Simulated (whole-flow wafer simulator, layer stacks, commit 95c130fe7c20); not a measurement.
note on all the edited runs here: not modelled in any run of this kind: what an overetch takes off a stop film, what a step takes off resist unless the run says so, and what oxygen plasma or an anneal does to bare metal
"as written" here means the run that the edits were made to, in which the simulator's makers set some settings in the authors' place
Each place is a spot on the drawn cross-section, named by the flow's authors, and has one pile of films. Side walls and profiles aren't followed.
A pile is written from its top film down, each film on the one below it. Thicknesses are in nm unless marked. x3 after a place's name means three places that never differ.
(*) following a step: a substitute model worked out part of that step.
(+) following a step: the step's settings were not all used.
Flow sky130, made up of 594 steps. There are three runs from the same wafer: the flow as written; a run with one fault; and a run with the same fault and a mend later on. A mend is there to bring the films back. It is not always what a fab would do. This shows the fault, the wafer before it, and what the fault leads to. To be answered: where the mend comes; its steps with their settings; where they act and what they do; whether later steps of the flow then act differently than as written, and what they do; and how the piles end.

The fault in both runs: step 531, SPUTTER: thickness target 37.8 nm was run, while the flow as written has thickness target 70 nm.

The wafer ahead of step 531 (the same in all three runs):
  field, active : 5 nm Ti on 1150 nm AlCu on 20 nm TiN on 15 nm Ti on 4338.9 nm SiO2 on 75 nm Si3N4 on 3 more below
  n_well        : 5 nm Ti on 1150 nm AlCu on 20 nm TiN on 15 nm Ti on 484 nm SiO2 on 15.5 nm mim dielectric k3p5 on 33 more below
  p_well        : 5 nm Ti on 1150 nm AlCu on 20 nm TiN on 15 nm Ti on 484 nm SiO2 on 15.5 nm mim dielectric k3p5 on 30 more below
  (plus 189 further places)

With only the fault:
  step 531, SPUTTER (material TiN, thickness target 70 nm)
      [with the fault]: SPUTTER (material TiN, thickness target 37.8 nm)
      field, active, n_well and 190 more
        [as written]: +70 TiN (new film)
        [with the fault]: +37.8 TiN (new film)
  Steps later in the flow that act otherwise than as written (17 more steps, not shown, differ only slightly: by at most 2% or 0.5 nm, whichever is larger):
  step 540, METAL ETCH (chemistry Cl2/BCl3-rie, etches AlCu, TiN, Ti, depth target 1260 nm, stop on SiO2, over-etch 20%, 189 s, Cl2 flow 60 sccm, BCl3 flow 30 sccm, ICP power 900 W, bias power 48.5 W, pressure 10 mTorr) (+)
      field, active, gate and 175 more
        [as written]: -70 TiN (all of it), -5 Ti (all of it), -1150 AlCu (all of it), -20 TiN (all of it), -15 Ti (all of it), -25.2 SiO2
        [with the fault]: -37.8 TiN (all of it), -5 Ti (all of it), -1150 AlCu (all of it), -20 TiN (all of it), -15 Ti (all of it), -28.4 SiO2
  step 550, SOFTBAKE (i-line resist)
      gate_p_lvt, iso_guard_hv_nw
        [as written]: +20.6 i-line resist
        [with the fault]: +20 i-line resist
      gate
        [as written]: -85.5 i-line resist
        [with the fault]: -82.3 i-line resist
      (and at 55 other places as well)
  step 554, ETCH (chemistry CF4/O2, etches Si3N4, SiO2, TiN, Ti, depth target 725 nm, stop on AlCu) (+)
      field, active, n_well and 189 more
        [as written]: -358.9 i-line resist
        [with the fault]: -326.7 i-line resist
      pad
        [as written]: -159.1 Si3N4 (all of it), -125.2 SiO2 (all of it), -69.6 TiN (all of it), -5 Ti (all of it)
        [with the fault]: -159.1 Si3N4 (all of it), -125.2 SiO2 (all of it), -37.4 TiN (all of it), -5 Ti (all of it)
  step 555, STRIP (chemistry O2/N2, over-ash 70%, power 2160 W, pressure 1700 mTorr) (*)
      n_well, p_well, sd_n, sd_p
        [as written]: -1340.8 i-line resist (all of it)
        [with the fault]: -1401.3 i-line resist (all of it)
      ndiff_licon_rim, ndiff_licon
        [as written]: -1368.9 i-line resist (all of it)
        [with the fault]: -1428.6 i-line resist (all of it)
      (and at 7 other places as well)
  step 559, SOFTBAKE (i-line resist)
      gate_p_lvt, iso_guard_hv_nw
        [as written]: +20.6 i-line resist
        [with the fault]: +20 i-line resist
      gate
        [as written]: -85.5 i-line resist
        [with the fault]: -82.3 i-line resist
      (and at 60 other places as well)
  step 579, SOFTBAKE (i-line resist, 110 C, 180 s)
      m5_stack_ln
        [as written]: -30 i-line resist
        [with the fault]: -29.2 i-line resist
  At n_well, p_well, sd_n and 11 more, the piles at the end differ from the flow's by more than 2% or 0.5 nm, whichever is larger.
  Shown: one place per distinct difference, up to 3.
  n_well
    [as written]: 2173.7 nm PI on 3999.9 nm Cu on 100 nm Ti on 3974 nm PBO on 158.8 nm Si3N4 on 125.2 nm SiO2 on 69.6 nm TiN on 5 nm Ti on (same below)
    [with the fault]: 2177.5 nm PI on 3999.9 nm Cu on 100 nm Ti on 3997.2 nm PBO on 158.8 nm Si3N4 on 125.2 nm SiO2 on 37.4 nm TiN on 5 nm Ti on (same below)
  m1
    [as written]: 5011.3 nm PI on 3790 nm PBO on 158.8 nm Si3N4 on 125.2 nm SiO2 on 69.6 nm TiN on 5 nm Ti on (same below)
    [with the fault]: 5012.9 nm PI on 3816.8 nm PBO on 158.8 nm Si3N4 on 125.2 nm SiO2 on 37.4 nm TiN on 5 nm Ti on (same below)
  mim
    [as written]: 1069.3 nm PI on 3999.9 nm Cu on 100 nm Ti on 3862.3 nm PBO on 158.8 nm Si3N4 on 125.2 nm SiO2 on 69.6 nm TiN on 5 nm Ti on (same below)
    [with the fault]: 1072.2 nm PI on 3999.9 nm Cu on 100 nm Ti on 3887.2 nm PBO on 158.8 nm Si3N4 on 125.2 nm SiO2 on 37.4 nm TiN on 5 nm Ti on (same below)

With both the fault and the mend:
  The mend stands after step 538.
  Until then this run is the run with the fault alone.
  step 538a, STRIP (chemistry O2/N2, power 2160 W, pressure 1700 mTorr) (*)
      n_well, p_well, sd_n and 9 more
        -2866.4 resist (all of it)
      m1, via4_hole
        -2868.5 resist (all of it)
      via4_enc
        -2866.3 resist (all of it)
  step 538b, SPUTTER (material TiN, thickness target 32.2 nm) (the flow's step 531, run once more with other settings)
      field, active, n_well and 190 more
        +32.2 TiN
  step 538c, HMDS (120 C, 60 s) (the flow's step 533, run once more)
      leaves every film unchanged at each place that is followed
  step 538d, COAT (resist, thickness 2930 nm) (the flow's step 534, run once more)
      n_well, p_well, gate_hv and 172 more
        +2930 resist (new film)
      field, active, gate and 13 more
        +2929.9 resist (new film)
      m1, via4_hole
        +2932.1 resist (new film)
  step 538e, SOFTBAKE (resist) (the flow's step 535, run once more)
      field, active, gate, spacer, m1, sonos_cell, sonos_guard, sonos_guard_hv
        +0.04 resist
      nwell_res
        +0.03 resist
      pplus_nw
        +0.02 resist
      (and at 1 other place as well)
  step 538f, EXPOSE (photomask MM5, dose 309.9 mJ/cm2, NA 0.6, wavelength 365 nm) (*) (the flow's step 536, run once more)
      leaves every film unchanged at each place that is followed
  step 538g, PEB (resist, 70.3 s) (the flow's step 537, run once more)
      field, active, n_well and 188 more
        -63.6 resist
      m1, via4_hole
        -63.7 resist
  step 538h, DEVELOP (resist, thickness 2930 nm, developer TMAH-0.26N, 60 s) (the flow's step 538, run once more)
      field, active, gate and 168 more
        -2866.4 resist (all of it)
      via1_hole, via1_enc, via2_hole, via2_enc, via3_hole, via3_enc, via_li1
        -2866.3 resist (all of it)
  None of the later steps of the flow acts differently than as written at any place that is followed.
  The piles end the same as the flow's at every place that both follow.
